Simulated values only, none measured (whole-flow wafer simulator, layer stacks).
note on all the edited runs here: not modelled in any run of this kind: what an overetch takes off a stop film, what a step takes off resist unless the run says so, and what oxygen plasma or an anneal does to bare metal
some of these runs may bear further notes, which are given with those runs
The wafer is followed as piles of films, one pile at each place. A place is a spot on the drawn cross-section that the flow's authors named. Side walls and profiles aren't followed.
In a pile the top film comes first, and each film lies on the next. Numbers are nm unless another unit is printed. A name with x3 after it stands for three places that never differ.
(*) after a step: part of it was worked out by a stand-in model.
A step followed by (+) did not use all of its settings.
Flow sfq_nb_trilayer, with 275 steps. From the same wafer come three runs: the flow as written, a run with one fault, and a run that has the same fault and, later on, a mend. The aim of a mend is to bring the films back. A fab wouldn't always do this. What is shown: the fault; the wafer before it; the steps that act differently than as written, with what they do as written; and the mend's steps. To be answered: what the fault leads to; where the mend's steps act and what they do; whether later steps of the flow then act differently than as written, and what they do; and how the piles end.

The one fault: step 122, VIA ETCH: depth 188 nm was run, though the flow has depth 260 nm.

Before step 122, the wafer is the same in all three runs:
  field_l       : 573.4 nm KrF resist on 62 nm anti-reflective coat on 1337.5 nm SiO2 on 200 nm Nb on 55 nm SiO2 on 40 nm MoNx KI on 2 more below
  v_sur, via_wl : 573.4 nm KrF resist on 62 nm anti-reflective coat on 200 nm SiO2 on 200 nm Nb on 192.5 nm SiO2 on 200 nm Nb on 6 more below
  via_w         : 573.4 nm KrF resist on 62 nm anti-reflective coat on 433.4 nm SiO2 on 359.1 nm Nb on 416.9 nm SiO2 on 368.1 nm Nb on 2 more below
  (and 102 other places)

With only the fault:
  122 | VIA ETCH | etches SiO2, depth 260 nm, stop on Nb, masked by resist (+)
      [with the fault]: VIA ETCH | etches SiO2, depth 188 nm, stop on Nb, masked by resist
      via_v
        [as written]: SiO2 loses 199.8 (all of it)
        [with the fault]: SiO2 loses 188
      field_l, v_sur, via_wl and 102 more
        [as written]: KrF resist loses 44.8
        [with the fault]: KrF resist loses 32.4
  Later steps of the flow acting differently than as written (4 more steps, not shown, differ only slightly: by at most 2% or 0.5 nm, whichever is larger):
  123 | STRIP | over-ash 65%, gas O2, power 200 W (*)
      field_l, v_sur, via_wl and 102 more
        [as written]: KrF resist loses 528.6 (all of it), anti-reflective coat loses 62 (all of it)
        [with the fault]: KrF resist loses 541 (all of it), anti-reflective coat loses 62 (all of it)
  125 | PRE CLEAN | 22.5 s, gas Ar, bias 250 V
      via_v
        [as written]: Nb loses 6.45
        [with the fault]: SiO2 loses 7.5
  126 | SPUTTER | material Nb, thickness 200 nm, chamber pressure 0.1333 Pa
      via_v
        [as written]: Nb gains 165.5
        [with the fault]: Nb gains 167.9 (new film)
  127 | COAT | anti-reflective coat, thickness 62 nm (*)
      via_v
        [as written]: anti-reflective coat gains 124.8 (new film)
        [with the fault]: anti-reflective coat gains 115.8 (new film)
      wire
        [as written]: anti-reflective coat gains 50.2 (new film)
        [with the fault]: anti-reflective coat gains 48.5 (new film)
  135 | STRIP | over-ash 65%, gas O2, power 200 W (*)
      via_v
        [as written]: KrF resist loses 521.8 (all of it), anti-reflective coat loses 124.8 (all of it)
        [with the fault]: KrF resist loses 517.7 (all of it), anti-reflective coat loses 115.8 (all of it)
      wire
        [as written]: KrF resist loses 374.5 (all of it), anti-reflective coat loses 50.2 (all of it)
        [with the fault]: KrF resist loses 376 (all of it), anti-reflective coat loses 48.5 (all of it)
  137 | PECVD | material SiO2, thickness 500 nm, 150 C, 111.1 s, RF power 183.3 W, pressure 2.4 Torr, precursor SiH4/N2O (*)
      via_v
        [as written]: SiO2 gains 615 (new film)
        [with the fault]: SiO2 gains 577.3 (new film)
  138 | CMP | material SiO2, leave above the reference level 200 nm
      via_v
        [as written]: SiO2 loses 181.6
        [with the fault]: SiO2 loses 157.1
  At via_v, the piles at the end differ from the flow's by more than 2% or 0.5 nm, whichever is larger.
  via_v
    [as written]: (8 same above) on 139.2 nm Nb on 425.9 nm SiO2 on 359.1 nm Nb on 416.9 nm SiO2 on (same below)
    [with the fault]: (8 same above) on 139.2 nm Nb on 412.8 nm SiO2 on 167.9 nm Nb on 4.34 nm SiO2 on 200 nm Nb on 416.9 nm SiO2 on (same below)

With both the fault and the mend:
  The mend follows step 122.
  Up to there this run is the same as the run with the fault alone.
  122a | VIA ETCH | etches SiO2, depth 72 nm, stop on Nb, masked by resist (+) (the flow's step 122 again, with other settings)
      field_l, v_sur, via_wl and 102 more
        KrF resist loses 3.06
      via_v
        SiO2 loses 11.8 (all of it)
  Every later step of the flow that is run acts as written, at every place that is followed, to within 2% or 0.5 nm, whichever is larger.
  By the end, the piles equal the flow's at every place that both follow.
